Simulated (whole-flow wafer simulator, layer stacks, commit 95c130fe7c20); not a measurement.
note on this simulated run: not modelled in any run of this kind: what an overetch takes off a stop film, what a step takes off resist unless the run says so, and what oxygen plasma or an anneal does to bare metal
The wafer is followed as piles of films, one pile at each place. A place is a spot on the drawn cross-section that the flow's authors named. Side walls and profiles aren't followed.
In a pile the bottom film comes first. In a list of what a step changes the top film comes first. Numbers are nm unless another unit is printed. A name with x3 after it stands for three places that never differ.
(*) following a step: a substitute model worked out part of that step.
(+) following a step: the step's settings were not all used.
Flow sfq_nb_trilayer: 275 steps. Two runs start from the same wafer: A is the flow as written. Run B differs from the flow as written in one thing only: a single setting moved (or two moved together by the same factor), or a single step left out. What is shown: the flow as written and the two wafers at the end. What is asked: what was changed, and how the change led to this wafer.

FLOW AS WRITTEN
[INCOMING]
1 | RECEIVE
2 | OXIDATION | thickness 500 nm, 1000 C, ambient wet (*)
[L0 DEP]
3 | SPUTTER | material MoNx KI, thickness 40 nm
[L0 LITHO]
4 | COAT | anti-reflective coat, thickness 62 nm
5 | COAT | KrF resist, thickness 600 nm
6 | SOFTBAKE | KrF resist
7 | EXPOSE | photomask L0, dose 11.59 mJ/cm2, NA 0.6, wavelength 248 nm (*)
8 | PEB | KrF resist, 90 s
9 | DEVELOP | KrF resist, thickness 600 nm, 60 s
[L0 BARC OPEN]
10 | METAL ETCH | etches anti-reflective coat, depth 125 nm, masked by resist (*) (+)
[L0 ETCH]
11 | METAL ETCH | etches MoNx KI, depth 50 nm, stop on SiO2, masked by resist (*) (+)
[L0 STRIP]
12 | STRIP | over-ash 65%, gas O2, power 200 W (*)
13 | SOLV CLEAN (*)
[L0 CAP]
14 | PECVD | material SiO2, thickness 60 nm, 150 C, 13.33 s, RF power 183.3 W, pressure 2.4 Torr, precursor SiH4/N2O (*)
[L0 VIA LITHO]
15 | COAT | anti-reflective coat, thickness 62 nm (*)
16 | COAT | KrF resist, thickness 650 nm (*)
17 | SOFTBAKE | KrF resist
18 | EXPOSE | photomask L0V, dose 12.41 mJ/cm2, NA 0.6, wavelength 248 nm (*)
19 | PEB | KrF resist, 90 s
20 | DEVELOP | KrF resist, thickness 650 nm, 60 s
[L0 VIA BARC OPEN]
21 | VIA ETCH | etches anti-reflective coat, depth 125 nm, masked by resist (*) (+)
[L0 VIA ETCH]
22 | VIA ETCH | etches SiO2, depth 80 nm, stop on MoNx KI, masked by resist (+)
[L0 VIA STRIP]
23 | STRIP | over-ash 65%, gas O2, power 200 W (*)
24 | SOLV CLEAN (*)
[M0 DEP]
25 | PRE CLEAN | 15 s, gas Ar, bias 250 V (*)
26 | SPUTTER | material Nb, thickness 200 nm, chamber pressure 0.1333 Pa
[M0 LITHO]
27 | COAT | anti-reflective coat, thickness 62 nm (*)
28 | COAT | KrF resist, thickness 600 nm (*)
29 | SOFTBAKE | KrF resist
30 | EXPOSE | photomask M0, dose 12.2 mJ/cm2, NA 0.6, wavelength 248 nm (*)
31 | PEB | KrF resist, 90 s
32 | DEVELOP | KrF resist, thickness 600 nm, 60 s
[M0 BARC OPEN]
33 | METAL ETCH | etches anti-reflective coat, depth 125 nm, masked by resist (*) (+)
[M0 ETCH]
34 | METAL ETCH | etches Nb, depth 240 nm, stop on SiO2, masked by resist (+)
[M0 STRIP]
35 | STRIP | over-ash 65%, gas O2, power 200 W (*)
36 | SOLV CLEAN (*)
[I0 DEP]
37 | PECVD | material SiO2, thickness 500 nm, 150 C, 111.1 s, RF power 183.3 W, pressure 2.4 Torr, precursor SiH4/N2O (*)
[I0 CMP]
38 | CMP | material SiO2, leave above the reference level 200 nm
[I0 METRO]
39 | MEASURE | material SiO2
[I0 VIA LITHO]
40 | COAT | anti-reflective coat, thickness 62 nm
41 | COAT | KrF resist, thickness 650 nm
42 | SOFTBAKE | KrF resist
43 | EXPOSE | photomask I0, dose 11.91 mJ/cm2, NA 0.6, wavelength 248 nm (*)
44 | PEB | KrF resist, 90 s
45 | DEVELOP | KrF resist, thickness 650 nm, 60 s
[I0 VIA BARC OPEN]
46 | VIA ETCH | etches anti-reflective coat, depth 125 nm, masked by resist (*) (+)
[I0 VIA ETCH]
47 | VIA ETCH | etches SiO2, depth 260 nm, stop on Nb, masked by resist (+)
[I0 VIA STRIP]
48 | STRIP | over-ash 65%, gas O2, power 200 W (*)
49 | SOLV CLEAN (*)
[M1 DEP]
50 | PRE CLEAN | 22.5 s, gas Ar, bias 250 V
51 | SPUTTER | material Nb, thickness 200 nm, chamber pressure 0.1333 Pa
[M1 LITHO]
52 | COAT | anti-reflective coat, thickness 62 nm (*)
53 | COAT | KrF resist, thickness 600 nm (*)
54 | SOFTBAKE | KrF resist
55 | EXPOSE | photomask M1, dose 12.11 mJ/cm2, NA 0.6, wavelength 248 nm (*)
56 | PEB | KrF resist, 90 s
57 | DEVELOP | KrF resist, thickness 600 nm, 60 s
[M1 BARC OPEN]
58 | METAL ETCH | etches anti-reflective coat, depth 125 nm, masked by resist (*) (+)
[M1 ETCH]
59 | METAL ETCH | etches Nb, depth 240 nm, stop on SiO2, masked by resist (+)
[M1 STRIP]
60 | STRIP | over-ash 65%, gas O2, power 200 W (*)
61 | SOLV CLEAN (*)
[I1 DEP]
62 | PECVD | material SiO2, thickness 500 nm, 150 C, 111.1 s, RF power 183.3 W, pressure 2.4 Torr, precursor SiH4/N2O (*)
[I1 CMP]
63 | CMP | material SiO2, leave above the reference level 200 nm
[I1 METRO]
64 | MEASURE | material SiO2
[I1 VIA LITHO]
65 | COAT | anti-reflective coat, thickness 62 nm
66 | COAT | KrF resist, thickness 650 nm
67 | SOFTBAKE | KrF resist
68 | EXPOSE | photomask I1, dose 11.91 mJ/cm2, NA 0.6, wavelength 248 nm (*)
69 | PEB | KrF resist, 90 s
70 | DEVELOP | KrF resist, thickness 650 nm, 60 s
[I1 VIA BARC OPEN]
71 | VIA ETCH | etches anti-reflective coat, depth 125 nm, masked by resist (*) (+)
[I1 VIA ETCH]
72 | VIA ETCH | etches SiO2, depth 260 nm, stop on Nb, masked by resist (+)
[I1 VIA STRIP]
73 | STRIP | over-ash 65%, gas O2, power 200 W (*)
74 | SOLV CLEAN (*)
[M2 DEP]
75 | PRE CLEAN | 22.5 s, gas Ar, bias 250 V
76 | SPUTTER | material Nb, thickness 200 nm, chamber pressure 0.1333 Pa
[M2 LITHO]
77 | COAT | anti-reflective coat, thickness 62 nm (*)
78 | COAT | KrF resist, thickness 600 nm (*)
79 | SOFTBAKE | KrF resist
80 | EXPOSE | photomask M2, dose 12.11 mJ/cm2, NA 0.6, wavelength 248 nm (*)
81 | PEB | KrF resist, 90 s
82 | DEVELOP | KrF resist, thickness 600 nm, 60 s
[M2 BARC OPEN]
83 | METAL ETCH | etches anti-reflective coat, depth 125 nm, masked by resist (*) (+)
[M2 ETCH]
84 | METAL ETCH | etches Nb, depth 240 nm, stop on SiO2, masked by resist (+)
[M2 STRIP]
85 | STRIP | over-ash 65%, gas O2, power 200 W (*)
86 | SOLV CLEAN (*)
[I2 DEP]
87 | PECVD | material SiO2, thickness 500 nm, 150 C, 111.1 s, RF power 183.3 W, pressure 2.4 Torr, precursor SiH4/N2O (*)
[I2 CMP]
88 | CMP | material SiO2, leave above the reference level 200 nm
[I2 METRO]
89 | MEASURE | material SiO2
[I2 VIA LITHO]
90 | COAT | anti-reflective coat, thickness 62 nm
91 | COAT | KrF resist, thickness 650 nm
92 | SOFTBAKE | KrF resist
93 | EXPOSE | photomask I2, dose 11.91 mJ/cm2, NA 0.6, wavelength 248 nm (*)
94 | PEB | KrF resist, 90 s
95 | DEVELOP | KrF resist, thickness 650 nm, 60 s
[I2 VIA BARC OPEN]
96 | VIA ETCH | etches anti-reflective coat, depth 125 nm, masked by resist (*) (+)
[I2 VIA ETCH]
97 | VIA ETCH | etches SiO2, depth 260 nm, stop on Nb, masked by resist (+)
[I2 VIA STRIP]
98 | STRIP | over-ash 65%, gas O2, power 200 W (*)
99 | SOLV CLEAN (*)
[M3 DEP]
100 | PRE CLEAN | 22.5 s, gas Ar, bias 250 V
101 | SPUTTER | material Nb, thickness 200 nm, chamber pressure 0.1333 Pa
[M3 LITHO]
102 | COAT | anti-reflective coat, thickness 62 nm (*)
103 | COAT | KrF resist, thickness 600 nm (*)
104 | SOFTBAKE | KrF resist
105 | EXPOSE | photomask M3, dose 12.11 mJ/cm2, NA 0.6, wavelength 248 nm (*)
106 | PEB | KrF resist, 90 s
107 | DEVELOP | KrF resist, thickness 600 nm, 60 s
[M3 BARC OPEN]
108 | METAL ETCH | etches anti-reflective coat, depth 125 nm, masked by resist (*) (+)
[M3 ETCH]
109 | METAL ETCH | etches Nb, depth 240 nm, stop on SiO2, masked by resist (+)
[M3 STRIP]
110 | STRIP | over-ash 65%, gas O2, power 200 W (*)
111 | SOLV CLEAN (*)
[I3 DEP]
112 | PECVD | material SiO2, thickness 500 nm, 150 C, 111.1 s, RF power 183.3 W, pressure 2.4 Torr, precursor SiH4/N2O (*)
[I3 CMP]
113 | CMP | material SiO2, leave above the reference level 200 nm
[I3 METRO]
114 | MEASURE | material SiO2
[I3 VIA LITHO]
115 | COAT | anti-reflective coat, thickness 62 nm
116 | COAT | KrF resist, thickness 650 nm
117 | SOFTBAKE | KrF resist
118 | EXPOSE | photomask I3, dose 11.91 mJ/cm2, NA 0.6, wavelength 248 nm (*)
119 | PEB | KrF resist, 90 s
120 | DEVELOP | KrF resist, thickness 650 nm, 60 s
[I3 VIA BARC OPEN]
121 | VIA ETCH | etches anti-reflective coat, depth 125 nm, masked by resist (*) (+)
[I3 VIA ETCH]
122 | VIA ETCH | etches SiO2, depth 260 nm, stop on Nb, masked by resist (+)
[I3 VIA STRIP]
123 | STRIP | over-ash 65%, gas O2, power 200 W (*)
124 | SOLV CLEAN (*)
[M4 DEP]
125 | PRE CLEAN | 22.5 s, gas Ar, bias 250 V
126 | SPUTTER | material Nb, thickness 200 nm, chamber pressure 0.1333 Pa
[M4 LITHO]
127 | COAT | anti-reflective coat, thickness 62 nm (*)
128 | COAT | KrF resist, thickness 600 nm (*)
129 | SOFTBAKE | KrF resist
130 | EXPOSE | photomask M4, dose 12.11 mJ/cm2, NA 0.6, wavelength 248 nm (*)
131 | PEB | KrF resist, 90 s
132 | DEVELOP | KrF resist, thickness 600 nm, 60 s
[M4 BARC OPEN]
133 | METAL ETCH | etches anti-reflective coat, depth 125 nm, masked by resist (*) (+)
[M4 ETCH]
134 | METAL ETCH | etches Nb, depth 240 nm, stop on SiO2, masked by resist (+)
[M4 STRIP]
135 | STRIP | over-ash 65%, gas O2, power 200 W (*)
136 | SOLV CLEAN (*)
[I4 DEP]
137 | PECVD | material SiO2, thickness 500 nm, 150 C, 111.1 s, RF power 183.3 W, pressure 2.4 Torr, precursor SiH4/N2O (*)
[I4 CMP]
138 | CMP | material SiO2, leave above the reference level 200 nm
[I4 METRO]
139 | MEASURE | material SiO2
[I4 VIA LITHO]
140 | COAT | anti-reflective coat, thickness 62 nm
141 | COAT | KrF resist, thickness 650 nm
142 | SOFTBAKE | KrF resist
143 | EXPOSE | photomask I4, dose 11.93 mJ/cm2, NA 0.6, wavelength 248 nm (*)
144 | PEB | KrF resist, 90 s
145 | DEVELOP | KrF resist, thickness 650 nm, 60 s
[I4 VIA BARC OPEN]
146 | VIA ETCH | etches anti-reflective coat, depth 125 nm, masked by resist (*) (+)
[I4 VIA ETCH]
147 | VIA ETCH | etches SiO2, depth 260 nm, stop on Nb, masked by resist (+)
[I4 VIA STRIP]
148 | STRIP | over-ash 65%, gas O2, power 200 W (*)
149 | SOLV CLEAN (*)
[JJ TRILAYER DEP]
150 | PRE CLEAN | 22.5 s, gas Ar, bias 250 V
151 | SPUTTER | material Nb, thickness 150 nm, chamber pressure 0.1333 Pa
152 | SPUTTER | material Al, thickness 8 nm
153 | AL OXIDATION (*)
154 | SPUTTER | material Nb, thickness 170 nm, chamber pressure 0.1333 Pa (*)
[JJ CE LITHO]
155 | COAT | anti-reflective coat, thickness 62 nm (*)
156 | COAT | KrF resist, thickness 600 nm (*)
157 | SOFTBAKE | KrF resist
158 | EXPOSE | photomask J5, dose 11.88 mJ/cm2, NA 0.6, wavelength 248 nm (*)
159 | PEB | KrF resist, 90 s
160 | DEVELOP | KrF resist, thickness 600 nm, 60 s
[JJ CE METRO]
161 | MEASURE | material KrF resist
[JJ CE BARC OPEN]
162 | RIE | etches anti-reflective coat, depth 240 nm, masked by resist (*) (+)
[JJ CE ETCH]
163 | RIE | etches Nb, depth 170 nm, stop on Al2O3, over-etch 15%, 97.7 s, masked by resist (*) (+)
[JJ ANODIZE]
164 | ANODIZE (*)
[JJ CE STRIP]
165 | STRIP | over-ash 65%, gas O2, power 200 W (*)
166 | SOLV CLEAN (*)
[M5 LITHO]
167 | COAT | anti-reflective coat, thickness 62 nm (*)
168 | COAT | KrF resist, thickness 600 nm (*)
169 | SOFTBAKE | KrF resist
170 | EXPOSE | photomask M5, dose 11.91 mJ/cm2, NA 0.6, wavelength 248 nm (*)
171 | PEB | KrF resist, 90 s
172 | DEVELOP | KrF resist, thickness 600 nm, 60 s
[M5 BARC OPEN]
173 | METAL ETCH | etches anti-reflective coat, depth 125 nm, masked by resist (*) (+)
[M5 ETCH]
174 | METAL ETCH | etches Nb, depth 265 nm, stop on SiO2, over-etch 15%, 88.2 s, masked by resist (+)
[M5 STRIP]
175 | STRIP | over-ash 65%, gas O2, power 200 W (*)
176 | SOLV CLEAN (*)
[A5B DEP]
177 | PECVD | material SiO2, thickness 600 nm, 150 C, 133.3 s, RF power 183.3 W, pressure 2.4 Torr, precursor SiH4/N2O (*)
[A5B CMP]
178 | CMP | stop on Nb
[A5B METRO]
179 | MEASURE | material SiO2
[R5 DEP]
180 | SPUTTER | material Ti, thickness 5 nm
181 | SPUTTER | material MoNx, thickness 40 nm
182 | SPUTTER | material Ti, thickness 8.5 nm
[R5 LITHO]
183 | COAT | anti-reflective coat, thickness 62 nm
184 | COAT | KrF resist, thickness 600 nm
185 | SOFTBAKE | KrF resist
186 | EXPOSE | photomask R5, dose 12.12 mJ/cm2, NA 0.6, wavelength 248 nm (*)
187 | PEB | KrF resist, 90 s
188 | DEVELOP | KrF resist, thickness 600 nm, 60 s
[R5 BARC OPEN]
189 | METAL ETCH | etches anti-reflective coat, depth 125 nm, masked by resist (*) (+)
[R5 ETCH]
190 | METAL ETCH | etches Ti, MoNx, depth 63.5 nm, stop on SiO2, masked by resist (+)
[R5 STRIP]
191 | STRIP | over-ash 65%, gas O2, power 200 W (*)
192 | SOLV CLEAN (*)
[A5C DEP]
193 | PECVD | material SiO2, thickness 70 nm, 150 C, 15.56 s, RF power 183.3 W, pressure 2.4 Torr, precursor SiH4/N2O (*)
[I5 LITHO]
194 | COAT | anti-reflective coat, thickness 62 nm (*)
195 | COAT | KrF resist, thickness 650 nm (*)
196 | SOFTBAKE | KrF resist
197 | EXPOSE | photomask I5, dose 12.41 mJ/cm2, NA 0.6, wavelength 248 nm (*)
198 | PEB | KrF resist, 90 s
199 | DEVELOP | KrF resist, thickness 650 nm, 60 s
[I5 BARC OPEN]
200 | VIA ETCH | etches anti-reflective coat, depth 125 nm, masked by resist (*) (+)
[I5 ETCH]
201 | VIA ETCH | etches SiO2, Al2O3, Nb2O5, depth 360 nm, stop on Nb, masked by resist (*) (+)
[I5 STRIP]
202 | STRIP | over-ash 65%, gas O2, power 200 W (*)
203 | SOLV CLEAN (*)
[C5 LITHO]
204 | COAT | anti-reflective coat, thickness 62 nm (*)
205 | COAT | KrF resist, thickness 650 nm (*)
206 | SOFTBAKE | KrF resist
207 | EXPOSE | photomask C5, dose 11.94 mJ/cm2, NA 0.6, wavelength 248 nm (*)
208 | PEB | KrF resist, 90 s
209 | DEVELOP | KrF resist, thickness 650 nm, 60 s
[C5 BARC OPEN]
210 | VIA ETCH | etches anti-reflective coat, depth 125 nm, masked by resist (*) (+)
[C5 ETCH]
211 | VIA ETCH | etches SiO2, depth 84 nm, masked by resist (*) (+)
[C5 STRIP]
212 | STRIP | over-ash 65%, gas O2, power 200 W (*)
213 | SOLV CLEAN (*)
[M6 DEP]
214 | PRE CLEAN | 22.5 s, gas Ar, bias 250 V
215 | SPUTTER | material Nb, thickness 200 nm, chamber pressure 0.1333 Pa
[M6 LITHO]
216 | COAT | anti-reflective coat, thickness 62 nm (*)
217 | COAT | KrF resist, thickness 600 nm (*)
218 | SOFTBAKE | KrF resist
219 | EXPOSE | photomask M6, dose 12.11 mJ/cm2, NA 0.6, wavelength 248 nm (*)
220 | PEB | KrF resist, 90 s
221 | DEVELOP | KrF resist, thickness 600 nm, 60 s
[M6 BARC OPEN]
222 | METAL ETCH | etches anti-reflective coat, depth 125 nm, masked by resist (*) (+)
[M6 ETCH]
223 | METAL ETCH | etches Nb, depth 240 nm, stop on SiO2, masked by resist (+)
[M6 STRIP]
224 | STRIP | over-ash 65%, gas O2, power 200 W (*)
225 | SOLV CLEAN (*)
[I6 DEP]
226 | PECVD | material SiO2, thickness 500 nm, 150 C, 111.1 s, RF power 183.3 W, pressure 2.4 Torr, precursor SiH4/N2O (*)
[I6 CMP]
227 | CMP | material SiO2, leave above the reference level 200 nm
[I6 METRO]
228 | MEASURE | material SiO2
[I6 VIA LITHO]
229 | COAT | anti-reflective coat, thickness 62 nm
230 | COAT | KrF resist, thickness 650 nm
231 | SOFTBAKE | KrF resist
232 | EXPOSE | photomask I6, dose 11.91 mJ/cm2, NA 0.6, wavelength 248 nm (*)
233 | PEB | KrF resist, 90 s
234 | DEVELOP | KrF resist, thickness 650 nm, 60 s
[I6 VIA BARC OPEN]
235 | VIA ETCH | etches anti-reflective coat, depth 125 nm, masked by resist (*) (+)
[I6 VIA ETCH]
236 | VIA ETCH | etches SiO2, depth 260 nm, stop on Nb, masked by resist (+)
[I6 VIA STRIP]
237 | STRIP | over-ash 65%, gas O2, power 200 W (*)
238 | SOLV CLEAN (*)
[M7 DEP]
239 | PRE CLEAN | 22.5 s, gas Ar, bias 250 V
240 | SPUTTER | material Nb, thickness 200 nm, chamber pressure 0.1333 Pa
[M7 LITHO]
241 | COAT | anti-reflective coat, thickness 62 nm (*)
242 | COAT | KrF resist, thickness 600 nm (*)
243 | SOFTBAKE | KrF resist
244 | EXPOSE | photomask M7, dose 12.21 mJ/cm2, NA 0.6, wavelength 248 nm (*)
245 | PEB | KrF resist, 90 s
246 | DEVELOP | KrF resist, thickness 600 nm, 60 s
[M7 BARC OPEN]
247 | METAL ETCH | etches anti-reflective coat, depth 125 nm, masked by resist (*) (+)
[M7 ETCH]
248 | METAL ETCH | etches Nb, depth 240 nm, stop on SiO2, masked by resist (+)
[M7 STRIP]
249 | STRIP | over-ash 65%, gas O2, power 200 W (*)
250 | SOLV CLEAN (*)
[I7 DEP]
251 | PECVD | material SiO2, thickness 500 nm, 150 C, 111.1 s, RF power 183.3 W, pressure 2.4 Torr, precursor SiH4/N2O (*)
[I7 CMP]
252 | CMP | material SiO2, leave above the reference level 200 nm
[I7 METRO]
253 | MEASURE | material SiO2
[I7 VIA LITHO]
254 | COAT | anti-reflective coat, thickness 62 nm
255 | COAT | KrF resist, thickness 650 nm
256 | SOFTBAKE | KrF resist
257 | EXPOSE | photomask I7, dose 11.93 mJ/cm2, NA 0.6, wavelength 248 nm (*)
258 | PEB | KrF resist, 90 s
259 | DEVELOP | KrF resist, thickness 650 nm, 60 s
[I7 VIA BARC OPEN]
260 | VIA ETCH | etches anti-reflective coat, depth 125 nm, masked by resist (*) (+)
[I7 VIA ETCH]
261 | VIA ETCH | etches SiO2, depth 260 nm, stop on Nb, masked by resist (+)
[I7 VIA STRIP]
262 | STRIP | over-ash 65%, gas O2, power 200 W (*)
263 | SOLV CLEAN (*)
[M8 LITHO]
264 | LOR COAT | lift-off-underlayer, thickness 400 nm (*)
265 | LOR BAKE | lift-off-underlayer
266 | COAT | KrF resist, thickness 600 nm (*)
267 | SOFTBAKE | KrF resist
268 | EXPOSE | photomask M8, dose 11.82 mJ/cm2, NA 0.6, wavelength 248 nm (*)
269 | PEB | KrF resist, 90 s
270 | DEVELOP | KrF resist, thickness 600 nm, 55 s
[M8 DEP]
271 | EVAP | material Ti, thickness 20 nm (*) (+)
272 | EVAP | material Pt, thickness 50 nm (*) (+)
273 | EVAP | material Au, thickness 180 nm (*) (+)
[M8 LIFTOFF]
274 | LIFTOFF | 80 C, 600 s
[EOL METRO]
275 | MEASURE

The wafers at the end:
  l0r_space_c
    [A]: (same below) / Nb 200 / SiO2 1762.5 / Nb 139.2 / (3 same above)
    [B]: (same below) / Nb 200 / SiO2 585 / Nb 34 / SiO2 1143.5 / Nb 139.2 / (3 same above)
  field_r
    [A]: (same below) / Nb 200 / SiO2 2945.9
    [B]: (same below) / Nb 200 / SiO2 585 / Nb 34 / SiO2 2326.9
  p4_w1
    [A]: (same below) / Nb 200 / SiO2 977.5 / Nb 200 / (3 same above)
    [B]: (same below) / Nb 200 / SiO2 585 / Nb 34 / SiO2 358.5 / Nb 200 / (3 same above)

The reason: step 84, METAL ETCH: depth 166 nm was run, while the flow as written has depth 240 nm.

The path from the change to this, step by step:
  84 | METAL ETCH | etches Nb, depth 240 nm, stop on SiO2, masked by resist (+)
      field_l, be, be_sur and 81 more: A -200 Nb (all of it) | B -166 Nb
      v_sur, via_wl, via_w and 19 more: A -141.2 KrF resist | B -97.6 KrF resist
  85 | STRIP | over-ash 65%, gas O2, power 200 W (*)
      wl_j_sl, wl_jj, wl_j_sr and 12 more: A -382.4 KrF resist (all of it), -62 anti-reflective coat (all of it) | B -425.9 KrF resist (all of it), -62 anti-reflective coat (all of it)
      v_sur: A -380 KrF resist (all of it), -61.4 anti-reflective coat (all of it) | B -423.6 KrF resist (all of it), -61.4 anti-reflective coat (all of it)
      (as well as at 6 more places)
  87 | PECVD | material SiO2, thickness 500 nm, 150 C, 111.1 s, RF power 183.3 W, pressure 2.4 Torr, precursor SiH4/N2O (*)
      field_l, be, be_sur and 81 more: A +500 SiO2 | B +500 SiO2 (new film)
  88 | CMP | material SiO2, leave above the reference level 200 nm
      field_l, be, be_sur and 81 more: A -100 SiO2 | B -134 SiO2
With metal films that touch counted as one body, l0r_space_c has 3 bodies (between them, from the top down: SiO2 1143.5; SiO2 585); the flow as written gives 2 bodies (between them, from the top down: SiO2 1762.5).
With metal films that touch counted as one body, field_r has 2 bodies (between them, from the top down: SiO2 585); the flow as written gives 1 body.
With metal films that touch counted as one body, p4_w1 has 4 bodies (between them, from the top down: SiO2 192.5; SiO2 358.5; SiO2 585); the flow as written gives 3 bodies (between them, from the top down: SiO2 192.5; SiO2 977.5).
